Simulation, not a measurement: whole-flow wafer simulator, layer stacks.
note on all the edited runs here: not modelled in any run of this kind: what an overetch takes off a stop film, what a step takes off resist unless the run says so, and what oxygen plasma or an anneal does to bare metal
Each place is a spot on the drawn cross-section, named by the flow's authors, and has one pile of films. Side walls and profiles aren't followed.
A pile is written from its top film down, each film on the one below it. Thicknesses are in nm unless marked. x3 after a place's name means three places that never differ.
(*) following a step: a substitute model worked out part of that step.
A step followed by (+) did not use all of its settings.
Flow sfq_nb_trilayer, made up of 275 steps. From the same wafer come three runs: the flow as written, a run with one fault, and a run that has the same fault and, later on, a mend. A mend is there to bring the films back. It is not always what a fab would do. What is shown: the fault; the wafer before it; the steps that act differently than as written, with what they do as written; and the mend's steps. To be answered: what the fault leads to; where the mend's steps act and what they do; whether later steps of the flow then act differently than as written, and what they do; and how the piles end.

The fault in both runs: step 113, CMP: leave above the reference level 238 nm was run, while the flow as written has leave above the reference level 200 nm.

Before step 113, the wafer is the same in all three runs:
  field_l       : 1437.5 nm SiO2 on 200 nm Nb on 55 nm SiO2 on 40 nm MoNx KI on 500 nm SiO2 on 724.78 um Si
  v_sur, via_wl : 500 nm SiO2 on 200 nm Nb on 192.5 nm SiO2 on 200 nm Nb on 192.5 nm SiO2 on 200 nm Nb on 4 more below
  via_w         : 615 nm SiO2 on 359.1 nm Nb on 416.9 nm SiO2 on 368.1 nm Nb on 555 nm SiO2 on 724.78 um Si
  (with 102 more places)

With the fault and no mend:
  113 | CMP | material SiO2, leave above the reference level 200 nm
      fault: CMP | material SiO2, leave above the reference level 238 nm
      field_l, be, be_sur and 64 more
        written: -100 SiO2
        fault: -62 SiO2
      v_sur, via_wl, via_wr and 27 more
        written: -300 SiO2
        fault: -262 SiO2
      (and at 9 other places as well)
  Steps further on in the flow that do not act as written (3 more steps, not shown, differ only slightly: by at most 2% or 0.5 nm, whichever is larger):
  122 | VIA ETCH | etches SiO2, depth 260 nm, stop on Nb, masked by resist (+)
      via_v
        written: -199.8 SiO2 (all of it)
        fault: -237.8 SiO2 (all of it)
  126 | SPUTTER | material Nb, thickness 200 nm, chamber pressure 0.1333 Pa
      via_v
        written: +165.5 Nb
        fault: +157.4 Nb
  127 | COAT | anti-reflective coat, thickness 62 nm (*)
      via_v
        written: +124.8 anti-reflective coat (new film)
        fault: +133 anti-reflective coat (new film)
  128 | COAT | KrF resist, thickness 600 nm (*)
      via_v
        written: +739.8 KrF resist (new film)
        fault: +771.4 KrF resist (new film)
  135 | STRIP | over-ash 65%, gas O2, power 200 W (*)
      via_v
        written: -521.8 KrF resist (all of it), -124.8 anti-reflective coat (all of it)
        fault: -553.3 KrF resist (all of it), -133 anti-reflective coat (all of it)
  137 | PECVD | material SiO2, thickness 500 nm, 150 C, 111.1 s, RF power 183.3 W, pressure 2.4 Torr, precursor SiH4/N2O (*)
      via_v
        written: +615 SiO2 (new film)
        fault: +661.1 SiO2 (new film)
  The piles end different from the flow's at v_sur, via_wl, via_w and 74 more by more than 2% or 0.5 nm, whichever is larger.
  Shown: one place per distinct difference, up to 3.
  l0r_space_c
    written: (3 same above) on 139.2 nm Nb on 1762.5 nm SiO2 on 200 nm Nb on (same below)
    fault: (3 same above) on 139.2 nm Nb on 1800.5 nm SiO2 on 200 nm Nb on (same below)
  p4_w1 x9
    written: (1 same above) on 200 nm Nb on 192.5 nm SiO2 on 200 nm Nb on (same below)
    fault: (1 same above) on 200 nm Nb on 230.5 nm SiO2 on 200 nm Nb on (same below)
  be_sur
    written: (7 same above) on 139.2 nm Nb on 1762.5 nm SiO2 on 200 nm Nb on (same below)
    fault: (7 same above) on 139.2 nm Nb on 1800.5 nm SiO2 on 200 nm Nb on (same below)

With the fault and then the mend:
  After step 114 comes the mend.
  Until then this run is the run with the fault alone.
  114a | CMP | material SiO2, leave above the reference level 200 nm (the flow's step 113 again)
      field_l, v_sur, via_wl and 103 more
        -38 SiO2
  None of the later steps of the flow acts differently than as written at any place that is followed.
  By the end, the piles equal the flow's at every place that both follow.
